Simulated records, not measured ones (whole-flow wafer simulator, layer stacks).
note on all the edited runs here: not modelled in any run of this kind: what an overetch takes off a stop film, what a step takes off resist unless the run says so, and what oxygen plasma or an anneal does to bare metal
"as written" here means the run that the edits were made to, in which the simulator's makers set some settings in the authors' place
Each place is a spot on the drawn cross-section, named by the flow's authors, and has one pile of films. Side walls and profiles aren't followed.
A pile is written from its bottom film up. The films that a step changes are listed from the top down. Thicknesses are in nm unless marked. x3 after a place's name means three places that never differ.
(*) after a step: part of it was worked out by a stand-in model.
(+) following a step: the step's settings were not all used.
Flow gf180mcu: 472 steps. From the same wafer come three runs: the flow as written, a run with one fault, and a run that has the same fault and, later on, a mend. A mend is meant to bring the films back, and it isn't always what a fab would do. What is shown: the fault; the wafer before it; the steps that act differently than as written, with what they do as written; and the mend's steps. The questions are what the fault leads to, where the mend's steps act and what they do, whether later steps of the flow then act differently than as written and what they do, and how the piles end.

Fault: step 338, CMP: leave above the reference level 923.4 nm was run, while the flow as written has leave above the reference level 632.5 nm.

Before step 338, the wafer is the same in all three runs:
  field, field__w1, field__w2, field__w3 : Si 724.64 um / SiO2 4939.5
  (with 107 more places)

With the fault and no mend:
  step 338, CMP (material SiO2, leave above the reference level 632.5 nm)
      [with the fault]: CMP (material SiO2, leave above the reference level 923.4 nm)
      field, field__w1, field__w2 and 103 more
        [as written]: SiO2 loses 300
        [with the fault]: SiO2 loses 9.1
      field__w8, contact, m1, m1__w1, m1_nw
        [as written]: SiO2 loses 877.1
        [with the fault]: SiO2 loses 586.2
  Later steps of the flow acting differently than as written:
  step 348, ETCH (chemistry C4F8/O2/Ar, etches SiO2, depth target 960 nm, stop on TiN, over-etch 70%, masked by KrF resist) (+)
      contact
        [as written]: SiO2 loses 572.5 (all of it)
        [with the fault]: SiO2 loses 863.4 (all of it)
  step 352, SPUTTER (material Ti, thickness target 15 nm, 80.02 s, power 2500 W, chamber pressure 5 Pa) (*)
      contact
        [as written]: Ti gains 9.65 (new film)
        [with the fault]: Ti gains 8.16 (new film)
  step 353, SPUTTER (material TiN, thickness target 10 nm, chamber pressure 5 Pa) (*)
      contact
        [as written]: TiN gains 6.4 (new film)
        [with the fault]: TiN gains 5.4 (new film)
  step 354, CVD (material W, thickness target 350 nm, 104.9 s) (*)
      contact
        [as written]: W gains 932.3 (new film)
        [with the fault]: W gains 1225.7 (new film)
  At field, field__w1, field__w2 and 109 more, the piles at the end differ from the flow's by more than 2% or 0.5 nm, whichever is larger.
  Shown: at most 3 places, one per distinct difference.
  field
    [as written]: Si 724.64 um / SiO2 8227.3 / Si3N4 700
    [with the fault]: Si 724.64 um / SiO2 8518.2 / Si3N4 700
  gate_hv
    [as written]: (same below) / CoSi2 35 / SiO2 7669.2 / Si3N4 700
    [with the fault]: (same below) / CoSi2 35 / SiO2 7960.1 / Si3N4 700
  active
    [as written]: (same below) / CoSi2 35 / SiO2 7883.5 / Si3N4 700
    [with the fault]: (same below) / CoSi2 35 / SiO2 8174.4 / Si3N4 700

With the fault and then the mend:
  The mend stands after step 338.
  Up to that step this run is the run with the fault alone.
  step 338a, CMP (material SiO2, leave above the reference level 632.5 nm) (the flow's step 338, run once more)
      field, field__w1, field__w2 and 108 more
        SiO2 loses 290.9
  Later steps of the flow that are run all act as written at every place that is followed.
  By the end, the piles equal the flow's at every place that both follow.
